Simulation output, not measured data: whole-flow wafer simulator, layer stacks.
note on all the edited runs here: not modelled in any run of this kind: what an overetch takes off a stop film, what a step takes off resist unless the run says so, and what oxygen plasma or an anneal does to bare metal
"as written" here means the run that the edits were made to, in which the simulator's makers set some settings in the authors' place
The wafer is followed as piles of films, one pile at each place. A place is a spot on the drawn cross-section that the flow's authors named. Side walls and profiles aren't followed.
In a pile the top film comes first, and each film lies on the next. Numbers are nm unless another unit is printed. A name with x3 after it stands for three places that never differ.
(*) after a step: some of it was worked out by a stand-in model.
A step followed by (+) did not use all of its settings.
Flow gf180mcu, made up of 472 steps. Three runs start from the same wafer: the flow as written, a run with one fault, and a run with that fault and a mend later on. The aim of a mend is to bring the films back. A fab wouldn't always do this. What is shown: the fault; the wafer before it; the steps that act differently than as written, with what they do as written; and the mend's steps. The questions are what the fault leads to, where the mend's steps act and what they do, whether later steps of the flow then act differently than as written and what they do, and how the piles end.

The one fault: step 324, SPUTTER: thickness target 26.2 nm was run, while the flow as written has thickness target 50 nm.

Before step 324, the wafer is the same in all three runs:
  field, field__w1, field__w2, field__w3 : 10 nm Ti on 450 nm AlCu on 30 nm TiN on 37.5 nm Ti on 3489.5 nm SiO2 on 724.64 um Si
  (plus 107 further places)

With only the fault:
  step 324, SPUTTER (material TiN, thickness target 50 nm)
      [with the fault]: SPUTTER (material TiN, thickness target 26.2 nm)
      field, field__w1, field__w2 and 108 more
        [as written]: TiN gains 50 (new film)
        [with the fault]: TiN gains 26.2 (new film)
  Later steps of the flow acting differently than as written (not shown: 2 more steps that differ only slightly, by at most 2% or 0.5 nm, whichever is larger):
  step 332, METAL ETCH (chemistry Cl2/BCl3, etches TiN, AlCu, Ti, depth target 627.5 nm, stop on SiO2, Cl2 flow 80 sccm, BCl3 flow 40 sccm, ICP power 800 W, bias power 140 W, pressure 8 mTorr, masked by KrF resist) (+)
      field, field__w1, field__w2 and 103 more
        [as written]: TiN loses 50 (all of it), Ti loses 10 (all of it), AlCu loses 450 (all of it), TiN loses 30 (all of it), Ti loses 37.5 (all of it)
        [with the fault]: TiN loses 26.2 (all of it), Ti loses 10 (all of it), AlCu loses 450 (all of it), TiN loses 30 (all of it), Ti loses 37.5 (all of it)
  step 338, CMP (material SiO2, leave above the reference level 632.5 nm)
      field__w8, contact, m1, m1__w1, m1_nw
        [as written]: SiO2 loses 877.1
        [with the fault]: SiO2 loses 853.3
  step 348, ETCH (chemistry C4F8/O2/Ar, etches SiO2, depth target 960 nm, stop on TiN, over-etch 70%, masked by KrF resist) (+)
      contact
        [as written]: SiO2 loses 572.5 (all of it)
        [with the fault]: SiO2 loses 596.3 (all of it)
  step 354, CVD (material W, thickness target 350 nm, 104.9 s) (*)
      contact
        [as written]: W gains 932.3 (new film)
        [with the fault]: W gains 956.3 (new film)
  At field__w8, contact, m1, m1__w1, m1_nw, the piles at the end differ from the flow's by more than 2% or 0.5 nm, whichever is larger.
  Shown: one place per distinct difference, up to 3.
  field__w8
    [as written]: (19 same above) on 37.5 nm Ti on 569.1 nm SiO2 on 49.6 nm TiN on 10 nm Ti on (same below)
    [with the fault]: (19 same above) on 37.5 nm Ti on 592.9 nm SiO2 on 25.8 nm TiN on 10 nm Ti on (same below)
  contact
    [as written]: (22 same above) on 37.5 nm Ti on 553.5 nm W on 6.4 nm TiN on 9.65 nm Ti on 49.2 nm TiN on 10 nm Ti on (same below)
    [with the fault]: (22 same above) on 37.5 nm Ti on 577.5 nm W on 6.31 nm TiN on 9.52 nm Ti on 25.4 nm TiN on 10 nm Ti on (same below)

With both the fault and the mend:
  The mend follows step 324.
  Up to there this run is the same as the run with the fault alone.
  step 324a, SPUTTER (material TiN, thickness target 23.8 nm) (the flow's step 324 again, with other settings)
      field, field__w1, field__w2 and 108 more
        TiN gains 23.8
  Every later step of the flow that is run acts as written at every place that is followed.
  At every place that both follow, the piles at the end match the flow's.
